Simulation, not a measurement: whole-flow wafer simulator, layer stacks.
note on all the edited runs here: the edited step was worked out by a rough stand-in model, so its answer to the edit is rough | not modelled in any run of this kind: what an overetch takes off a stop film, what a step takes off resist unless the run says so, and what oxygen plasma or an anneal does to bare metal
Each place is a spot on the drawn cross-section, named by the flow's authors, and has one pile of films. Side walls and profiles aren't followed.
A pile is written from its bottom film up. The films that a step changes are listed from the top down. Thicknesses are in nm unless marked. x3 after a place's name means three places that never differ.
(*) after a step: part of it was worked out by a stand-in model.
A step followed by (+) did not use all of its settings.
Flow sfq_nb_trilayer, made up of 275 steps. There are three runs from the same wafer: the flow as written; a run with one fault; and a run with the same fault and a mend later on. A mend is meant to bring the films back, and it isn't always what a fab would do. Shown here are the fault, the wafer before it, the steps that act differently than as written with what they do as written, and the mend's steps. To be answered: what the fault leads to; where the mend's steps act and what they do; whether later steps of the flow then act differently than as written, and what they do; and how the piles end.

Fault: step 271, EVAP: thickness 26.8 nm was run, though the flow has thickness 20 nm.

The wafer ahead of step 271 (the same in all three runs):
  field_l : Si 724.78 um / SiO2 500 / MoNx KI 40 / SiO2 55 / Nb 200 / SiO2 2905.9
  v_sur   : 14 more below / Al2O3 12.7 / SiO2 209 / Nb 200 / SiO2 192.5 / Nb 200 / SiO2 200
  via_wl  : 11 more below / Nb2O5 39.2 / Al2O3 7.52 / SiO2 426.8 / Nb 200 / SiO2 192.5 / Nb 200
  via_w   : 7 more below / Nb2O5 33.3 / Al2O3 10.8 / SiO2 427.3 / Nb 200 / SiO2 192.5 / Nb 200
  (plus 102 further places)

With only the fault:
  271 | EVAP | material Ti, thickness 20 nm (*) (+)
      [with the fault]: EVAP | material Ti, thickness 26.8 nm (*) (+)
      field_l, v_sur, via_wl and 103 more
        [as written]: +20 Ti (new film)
        [with the fault]: +26.8 Ti (new film)
  Later steps of the flow acting differently than as written:
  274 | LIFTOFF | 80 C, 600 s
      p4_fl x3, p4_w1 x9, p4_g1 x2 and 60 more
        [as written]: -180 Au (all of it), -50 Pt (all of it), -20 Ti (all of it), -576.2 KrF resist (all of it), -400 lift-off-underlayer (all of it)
        [with the fault]: -180 Au (all of it), -50 Pt (all of it), -26.8 Ti (all of it), -576.2 KrF resist (all of it), -400 lift-off-underlayer (all of it)
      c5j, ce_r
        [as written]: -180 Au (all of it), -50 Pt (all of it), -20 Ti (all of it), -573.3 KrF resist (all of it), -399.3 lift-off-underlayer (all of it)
        [with the fault]: -180 Au (all of it), -50 Pt (all of it), -26.8 Ti (all of it), -573.3 KrF resist (all of it), -399.3 lift-off-underlayer (all of it)
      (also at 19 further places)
  At field_l, v_sur, via_wl and 8 more, the piles at the end differ from the flow's by more than 2% or 0.5 nm, whichever is larger.
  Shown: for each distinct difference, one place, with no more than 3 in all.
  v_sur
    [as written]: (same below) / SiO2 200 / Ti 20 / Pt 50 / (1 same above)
    [with the fault]: (same below) / SiO2 200 / Ti 26.8 / Pt 50 / (1 same above)
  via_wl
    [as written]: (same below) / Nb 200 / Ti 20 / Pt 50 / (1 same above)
    [with the fault]: (same below) / Nb 200 / Ti 26.8 / Pt 50 / (1 same above)
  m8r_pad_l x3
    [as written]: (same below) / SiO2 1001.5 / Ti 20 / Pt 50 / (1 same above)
    [with the fault]: (same below) / SiO2 1001.5 / Ti 26.8 / Pt 50 / (1 same above)

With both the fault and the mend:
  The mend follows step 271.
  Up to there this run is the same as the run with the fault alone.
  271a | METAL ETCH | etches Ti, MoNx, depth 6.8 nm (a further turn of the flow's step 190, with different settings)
      field_l, v_sur, via_wl and 103 more
        -6.8 Ti
  Every later step of the flow that is run acts as written at every place that is followed.
  At every place that both follow, the piles at the end match the flow's.
